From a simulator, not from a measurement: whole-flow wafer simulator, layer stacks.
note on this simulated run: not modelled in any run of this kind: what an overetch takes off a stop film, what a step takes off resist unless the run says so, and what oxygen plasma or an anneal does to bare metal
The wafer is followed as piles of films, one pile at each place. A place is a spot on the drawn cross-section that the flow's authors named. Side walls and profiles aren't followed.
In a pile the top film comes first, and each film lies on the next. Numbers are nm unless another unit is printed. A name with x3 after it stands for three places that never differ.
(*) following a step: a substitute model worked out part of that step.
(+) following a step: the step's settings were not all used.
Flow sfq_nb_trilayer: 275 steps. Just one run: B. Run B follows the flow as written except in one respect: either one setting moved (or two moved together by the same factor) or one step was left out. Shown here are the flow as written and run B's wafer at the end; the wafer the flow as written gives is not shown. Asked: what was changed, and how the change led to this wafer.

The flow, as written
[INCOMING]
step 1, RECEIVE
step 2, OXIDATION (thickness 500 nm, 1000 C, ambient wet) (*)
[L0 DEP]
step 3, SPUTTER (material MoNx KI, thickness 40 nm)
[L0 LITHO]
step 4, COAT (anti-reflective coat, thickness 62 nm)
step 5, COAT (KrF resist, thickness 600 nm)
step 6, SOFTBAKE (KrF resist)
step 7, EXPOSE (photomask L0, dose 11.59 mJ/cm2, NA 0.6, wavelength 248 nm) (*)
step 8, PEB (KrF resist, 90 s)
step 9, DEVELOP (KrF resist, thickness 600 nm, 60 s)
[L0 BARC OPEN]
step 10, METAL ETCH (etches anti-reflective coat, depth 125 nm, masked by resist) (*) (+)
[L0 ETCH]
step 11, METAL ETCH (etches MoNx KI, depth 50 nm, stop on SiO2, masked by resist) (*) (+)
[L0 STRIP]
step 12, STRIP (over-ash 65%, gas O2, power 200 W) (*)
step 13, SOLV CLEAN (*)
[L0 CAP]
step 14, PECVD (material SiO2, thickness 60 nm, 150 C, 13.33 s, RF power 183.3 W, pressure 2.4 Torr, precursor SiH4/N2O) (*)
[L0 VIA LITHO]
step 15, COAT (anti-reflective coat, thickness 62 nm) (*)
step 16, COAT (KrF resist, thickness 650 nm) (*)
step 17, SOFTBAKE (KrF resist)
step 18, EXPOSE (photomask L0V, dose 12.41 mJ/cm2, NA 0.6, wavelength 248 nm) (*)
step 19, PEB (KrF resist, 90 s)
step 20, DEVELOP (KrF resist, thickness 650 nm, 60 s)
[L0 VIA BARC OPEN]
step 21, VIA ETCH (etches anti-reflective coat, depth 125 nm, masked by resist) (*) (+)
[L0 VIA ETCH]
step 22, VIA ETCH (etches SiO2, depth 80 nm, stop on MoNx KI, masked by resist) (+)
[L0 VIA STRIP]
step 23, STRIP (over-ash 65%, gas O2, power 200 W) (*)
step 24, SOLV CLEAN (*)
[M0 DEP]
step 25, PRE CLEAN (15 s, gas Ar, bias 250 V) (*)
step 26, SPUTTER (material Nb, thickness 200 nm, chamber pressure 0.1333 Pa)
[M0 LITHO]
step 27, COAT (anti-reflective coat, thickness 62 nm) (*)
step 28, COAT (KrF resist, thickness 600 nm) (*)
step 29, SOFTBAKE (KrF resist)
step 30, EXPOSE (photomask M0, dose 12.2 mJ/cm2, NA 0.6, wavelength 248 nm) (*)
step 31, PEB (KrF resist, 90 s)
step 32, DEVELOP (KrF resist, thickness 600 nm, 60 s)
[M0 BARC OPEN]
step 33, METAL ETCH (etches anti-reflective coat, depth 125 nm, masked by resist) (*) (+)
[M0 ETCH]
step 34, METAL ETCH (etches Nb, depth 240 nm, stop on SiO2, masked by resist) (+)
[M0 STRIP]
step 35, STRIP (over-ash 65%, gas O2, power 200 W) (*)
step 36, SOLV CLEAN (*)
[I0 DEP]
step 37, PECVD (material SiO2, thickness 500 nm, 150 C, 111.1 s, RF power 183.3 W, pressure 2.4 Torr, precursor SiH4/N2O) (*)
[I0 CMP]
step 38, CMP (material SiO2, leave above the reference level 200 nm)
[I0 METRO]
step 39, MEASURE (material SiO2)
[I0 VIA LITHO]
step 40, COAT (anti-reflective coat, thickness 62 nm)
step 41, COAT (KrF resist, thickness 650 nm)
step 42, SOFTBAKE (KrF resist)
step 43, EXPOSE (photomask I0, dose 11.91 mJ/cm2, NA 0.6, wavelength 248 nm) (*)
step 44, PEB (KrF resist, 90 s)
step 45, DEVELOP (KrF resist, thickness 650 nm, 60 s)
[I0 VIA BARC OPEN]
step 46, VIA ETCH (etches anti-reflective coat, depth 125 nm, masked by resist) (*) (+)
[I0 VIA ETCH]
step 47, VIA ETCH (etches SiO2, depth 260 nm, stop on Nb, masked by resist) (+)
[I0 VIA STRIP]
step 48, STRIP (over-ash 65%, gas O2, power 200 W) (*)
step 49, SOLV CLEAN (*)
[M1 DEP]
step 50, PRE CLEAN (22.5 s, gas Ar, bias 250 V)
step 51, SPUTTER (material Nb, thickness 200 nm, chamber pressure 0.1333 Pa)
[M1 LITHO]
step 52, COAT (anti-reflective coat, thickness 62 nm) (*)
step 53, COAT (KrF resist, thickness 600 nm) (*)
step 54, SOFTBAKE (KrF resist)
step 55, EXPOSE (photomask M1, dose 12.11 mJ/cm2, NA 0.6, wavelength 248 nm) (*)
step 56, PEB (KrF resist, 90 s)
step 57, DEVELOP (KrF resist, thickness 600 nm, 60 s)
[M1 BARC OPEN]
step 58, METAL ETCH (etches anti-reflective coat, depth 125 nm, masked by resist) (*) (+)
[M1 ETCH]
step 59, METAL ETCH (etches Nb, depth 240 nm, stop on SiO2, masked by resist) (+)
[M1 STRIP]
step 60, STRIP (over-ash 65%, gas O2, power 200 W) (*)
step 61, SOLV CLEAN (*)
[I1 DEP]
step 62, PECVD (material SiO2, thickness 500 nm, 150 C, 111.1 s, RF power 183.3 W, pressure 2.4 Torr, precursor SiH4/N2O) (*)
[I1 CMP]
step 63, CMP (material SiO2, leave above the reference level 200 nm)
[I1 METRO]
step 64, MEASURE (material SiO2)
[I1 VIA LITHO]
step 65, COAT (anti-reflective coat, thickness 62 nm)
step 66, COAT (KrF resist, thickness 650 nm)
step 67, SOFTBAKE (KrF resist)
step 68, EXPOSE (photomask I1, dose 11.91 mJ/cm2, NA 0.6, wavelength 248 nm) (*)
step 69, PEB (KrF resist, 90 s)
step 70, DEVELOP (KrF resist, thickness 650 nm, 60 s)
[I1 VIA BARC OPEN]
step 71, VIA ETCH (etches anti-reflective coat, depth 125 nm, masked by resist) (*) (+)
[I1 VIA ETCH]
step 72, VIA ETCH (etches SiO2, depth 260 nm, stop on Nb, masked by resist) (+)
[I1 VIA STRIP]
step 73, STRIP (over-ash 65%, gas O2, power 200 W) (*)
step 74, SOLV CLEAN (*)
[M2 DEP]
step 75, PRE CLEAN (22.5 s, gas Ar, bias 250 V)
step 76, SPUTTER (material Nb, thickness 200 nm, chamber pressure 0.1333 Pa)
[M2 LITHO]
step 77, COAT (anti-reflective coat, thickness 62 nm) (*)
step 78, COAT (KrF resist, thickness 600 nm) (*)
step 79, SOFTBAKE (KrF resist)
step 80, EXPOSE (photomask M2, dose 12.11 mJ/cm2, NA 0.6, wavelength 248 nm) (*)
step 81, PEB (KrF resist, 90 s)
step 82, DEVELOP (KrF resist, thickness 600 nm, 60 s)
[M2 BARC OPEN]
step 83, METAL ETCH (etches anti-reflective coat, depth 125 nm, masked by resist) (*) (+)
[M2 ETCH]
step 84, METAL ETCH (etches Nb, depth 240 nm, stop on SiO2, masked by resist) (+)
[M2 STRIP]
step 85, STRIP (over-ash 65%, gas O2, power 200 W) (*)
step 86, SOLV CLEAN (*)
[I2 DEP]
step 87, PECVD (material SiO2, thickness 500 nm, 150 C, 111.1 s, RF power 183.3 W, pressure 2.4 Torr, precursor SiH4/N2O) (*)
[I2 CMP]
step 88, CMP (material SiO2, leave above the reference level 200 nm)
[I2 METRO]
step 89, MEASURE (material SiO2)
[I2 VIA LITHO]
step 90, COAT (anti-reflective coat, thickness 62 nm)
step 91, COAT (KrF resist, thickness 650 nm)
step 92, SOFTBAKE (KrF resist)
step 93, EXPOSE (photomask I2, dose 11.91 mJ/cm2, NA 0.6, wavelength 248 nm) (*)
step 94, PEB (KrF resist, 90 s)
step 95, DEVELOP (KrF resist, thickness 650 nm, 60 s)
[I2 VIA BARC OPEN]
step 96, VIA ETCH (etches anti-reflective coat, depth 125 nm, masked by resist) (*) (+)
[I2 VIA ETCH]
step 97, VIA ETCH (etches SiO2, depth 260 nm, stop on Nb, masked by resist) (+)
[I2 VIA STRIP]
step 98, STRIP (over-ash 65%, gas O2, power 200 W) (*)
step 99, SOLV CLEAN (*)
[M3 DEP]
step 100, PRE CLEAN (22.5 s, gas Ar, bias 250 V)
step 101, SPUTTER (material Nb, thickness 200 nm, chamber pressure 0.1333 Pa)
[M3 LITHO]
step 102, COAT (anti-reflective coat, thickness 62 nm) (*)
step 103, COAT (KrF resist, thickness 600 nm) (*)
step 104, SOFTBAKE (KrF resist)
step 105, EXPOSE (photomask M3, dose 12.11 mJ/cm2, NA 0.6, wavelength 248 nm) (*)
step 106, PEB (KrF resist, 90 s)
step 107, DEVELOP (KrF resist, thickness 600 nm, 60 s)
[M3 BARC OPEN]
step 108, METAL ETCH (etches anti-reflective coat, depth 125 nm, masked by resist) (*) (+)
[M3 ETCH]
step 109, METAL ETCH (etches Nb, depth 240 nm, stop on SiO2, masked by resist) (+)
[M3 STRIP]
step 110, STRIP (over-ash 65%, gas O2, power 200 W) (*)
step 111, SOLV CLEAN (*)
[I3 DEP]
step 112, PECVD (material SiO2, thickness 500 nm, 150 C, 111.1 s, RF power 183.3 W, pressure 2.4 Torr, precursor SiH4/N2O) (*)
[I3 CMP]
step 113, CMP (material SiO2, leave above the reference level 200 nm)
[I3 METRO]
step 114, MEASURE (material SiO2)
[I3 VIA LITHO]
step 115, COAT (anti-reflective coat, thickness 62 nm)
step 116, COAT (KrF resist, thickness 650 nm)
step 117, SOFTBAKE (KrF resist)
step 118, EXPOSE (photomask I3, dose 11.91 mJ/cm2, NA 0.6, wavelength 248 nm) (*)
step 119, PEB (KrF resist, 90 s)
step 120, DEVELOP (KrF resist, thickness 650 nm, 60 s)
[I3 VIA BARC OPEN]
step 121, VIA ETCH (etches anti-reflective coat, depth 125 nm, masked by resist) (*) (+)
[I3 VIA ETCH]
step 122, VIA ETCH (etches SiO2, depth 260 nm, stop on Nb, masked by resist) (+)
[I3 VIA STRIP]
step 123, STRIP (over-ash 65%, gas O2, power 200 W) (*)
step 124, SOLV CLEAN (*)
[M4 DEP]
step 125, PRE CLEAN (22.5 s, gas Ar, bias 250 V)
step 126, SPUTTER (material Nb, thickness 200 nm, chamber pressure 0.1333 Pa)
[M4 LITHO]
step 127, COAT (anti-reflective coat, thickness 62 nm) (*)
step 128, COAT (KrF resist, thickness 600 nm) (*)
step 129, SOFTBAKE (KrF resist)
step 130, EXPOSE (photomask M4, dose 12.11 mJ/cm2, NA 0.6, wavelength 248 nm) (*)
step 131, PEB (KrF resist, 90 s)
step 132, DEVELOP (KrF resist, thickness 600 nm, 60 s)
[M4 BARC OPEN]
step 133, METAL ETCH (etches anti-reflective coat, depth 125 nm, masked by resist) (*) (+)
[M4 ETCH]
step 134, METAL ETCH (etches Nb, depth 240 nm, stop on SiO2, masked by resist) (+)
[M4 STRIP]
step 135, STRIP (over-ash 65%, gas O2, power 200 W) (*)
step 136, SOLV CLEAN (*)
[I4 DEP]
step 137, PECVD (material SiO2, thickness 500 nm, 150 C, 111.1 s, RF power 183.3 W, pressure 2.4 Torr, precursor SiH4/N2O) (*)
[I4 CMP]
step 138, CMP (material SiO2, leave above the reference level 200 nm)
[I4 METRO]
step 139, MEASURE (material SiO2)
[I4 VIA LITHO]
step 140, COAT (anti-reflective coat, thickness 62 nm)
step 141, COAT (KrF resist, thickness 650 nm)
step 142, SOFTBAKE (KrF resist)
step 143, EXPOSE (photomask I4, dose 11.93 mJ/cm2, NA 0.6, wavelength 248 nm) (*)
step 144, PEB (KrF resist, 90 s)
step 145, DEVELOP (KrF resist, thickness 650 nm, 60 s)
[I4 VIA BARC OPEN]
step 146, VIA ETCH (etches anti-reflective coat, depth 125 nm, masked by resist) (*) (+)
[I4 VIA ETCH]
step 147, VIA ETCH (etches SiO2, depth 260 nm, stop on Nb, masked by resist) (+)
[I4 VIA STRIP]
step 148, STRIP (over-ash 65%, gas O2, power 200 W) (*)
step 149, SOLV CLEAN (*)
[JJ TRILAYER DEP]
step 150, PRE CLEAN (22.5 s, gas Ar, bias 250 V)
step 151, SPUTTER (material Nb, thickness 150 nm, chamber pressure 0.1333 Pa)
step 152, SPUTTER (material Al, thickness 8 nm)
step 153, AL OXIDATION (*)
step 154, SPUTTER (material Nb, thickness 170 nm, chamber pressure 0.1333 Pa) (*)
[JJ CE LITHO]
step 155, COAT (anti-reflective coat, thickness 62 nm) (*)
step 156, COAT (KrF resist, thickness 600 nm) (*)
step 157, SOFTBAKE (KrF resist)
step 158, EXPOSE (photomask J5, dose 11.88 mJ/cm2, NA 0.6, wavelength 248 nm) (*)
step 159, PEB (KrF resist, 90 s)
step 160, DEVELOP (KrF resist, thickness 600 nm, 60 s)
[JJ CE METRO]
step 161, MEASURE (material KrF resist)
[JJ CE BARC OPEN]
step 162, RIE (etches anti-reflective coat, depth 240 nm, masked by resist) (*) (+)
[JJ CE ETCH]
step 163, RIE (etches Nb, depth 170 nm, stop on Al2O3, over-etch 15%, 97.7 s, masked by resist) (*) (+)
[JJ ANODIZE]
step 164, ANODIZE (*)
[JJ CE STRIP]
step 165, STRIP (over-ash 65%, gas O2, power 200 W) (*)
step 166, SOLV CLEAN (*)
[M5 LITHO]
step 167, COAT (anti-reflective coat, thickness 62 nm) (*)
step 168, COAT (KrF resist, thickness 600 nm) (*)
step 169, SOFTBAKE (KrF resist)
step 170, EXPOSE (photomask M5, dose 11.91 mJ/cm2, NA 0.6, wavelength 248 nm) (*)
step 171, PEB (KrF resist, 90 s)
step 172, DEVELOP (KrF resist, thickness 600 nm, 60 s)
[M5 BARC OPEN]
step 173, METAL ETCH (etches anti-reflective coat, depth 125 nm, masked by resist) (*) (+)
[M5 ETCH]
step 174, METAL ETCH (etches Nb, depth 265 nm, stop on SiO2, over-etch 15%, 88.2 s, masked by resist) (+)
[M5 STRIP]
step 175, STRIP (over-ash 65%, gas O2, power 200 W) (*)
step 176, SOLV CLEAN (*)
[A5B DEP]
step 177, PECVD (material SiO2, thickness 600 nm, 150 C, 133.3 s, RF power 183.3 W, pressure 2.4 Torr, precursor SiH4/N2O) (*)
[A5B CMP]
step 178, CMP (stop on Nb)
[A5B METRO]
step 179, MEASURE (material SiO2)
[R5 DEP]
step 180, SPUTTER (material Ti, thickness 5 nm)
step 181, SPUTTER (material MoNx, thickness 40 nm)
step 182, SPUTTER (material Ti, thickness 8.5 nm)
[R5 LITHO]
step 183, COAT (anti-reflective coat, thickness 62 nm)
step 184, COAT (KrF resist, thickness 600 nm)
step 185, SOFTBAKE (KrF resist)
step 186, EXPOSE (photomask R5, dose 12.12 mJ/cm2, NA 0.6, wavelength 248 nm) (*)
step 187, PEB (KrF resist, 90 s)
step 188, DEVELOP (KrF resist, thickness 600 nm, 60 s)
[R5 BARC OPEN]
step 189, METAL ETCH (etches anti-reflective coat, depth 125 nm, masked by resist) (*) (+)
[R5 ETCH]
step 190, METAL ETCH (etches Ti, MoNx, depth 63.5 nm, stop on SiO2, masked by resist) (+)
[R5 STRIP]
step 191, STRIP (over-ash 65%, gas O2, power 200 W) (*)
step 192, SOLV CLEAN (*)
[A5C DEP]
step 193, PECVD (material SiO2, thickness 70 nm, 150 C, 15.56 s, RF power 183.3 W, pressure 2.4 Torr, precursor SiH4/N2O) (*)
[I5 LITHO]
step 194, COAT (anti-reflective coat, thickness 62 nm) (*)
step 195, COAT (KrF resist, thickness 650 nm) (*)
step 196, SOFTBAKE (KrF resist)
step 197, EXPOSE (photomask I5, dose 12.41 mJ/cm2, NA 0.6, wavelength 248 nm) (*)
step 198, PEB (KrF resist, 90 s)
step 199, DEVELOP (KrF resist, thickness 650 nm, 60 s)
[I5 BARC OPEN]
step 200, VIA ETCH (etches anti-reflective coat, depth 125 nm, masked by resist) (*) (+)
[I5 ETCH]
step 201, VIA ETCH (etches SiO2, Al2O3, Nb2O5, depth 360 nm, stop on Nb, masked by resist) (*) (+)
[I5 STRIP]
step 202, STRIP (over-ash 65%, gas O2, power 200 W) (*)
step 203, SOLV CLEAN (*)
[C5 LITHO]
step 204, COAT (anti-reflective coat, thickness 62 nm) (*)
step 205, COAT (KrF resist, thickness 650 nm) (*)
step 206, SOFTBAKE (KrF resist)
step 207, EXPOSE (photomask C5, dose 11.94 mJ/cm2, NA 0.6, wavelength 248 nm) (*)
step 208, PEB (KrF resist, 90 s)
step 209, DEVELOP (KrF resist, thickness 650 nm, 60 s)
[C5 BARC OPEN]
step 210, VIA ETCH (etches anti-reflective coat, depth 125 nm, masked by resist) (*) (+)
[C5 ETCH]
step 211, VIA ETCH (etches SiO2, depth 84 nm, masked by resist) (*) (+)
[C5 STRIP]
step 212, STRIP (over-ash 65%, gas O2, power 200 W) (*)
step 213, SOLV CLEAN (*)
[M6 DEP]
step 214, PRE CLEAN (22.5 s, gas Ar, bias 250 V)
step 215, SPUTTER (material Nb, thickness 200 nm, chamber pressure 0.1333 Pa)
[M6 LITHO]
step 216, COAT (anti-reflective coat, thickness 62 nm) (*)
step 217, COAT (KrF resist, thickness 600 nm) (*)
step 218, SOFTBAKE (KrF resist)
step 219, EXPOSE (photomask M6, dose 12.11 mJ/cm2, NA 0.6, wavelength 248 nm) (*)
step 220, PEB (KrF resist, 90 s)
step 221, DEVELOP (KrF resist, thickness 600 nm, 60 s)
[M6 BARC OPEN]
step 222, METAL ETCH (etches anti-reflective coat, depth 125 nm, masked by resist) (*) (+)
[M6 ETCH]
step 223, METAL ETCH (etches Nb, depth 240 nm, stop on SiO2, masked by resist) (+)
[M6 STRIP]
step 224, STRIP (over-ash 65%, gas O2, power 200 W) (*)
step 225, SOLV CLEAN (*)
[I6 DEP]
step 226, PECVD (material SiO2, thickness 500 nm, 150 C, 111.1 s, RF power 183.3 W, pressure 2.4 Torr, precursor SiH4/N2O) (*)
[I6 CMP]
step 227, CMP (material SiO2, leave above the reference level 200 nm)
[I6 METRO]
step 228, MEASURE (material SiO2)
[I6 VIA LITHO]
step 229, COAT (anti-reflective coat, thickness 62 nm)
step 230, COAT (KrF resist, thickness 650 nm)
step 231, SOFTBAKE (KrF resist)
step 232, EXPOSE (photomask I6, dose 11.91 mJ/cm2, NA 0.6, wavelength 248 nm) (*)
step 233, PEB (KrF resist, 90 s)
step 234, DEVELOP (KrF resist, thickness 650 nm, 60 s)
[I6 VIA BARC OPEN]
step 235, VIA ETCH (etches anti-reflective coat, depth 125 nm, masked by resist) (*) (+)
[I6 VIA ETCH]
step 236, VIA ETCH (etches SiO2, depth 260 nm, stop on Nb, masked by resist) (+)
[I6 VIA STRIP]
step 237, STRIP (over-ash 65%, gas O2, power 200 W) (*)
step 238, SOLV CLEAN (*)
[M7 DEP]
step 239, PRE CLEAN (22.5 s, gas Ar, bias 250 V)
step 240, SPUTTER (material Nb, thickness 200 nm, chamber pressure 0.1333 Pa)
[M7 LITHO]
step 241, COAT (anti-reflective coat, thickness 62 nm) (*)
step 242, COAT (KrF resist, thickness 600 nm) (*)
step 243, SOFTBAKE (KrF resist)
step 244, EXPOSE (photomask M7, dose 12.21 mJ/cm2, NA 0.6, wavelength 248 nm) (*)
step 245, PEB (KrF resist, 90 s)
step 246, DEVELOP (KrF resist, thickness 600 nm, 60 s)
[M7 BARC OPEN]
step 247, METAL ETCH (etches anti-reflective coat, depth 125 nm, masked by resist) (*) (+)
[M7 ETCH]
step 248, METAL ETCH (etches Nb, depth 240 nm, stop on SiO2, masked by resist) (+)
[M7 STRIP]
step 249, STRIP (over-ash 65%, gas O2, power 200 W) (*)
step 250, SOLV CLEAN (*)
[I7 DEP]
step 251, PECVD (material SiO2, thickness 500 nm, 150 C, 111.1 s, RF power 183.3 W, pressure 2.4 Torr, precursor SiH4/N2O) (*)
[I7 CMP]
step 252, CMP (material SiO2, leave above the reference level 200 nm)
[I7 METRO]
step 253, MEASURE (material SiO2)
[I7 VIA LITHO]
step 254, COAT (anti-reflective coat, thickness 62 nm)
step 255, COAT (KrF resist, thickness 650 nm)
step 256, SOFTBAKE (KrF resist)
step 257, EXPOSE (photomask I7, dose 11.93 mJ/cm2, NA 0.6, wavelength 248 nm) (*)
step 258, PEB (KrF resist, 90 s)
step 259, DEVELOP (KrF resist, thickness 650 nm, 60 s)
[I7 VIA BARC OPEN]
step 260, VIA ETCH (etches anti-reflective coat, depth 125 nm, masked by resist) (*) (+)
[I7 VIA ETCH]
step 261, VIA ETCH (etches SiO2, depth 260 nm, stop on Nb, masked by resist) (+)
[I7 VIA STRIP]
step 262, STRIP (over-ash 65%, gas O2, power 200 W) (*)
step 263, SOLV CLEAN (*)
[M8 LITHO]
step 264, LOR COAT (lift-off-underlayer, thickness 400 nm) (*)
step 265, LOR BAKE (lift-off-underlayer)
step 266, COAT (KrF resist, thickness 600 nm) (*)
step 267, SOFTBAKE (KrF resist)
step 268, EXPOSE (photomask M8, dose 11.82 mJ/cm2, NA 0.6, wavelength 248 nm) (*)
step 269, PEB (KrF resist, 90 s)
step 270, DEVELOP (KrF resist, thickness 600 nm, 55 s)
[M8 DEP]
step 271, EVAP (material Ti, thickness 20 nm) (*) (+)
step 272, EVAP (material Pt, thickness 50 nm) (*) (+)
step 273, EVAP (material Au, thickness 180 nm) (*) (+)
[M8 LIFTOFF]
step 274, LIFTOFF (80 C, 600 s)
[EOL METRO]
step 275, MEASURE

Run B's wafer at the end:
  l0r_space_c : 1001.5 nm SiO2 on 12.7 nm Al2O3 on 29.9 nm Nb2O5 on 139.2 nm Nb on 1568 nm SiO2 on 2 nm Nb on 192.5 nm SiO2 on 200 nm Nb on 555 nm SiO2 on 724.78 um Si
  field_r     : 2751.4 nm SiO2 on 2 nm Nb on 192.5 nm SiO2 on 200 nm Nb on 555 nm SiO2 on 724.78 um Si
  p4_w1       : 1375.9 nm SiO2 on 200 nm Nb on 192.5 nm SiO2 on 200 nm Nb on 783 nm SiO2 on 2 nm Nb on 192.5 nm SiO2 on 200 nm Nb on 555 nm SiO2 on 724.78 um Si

Cause: step 59, METAL ETCH: depth 198 nm was run, whereas the flow has depth 240 nm.

The path from the change to this, step by step:
  step 59, METAL ETCH (etches Nb, depth 240 nm, stop on SiO2, masked by resist) (+)
      field_l, be, be_sur and 79 more: Nb loses 198 (it would be, as written: Nb loses 200 (all of it))
      v_sur, via_wl, via_w and 21 more: KrF resist loses 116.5 (it would be, as written: KrF resist loses 141.2)
  step 60, STRIP (over-ash 65%, gas O2, power 200 W) (*)
      wl_j_sl, wl_jj, wl_j_sr and 13 more: KrF resist loses 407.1 (all of it), anti-reflective coat loses 62 (all of it) (it would be, as written: KrF resist loses 382.4 (all of it), anti-reflective coat loses 62 (all of it))
      v_sur: KrF resist loses 390.6 (all of it), anti-reflective coat loses 61.1 (all of it) (it would be, as written: KrF resist loses 365.9 (all of it), anti-reflective coat loses 61.1 (all of it))
      (as well as at 7 more places)
  step 62, PECVD (material SiO2, thickness 500 nm, 150 C, 111.1 s, RF power 183.3 W, pressure 2.4 Torr, precursor SiH4/N2O) (*)
      field_l, be, be_sur and 72 more: SiO2 gains 500 (new film) (it would be, as written: SiO2 gains 500)
      lsp_m, ln_m6, lsp_r, l0_sur, l0v: SiO2 gains 494.9 (new film) (it would be, as written: SiO2 gains 494.9)
      (as well as at 2 more places)
  step 63, CMP (material SiO2, leave above the reference level 200 nm)
      lsp_m, ln_m6, lsp_r, l0_sur, l0v: SiO2 loses 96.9 (it would be, as written: SiO2 loses 94.9)
Taking metal films that touch as one body, l0r_space_c has 3 bodies (between them, from the top down: SiO2 1568; SiO2 192.5); the flow as written gives 2 bodies (between them, from the top down: SiO2 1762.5).
Taking metal films that touch as one body, field_r has 2 bodies (between them, from the top down: SiO2 192.5); the flow as written gives 1 body.
Taking metal films that touch as one body, p4_w1 has 4 bodies (between them, from the top down: SiO2 192.5; SiO2 783; SiO2 192.5); the flow as written gives 3 bodies (between them, from the top down: SiO2 192.5; SiO2 977.5).
